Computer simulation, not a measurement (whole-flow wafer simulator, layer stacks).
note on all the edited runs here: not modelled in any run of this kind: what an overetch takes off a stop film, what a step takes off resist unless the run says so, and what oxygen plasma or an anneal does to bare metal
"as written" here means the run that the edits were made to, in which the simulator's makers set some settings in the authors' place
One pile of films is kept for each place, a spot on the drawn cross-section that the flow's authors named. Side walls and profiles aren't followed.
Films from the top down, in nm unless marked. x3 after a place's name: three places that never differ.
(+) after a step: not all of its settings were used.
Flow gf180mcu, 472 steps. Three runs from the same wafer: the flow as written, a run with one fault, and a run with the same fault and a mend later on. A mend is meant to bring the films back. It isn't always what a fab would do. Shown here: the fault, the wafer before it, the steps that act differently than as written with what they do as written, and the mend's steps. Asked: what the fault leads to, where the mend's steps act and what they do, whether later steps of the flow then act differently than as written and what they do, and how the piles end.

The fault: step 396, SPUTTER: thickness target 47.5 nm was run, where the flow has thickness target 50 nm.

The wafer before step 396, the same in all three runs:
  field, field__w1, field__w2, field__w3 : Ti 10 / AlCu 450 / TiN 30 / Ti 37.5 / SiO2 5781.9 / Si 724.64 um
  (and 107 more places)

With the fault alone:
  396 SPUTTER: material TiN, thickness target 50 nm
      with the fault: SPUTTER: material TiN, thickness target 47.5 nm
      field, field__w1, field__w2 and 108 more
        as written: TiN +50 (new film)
        with the fault: TiN +47.5 (new film)
  Later steps of the flow that act differently than as written (2 more steps differ only slightly, by at most 2% or 0.5 nm, whichever is larger, and aren't shown):
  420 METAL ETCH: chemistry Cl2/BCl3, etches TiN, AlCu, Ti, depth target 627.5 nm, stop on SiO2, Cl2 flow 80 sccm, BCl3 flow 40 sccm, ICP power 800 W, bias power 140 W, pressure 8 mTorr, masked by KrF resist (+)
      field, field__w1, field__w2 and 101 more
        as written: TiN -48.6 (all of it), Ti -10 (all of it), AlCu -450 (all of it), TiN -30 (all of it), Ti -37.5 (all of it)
        with the fault: TiN -46.1 (all of it), Ti -10 (all of it), AlCu -450 (all of it), TiN -30 (all of it), Ti -37.5 (all of it)
  At the end the piles differ from the flow's by more than 2% or 0.5 nm, whichever is larger, at field__w4, field__w8, contact, m1, m1__w1, mim, mim_1p0, m1_nw.
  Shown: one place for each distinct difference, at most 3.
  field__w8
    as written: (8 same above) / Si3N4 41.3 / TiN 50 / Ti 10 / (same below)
    with the fault: (8 same above) / Si3N4 41.3 / TiN 47.5 / Ti 10 / (same below)
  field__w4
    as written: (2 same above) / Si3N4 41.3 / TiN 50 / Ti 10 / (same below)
    with the fault: (2 same above) / Si3N4 41.3 / TiN 47.5 / Ti 10 / (same below)
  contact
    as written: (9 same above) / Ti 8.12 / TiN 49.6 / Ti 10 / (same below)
    with the fault: (9 same above) / Ti 8.12 / TiN 47.1 / Ti 10 / (same below)

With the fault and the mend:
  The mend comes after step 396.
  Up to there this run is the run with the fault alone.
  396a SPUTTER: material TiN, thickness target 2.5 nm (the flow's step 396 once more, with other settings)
      field, field__w1, field__w2 and 108 more
        TiN +2.5
  No later step of the flow acts differently than as written at any place that is followed.
  At the end the piles are the same as the flow's at every place that both follow.
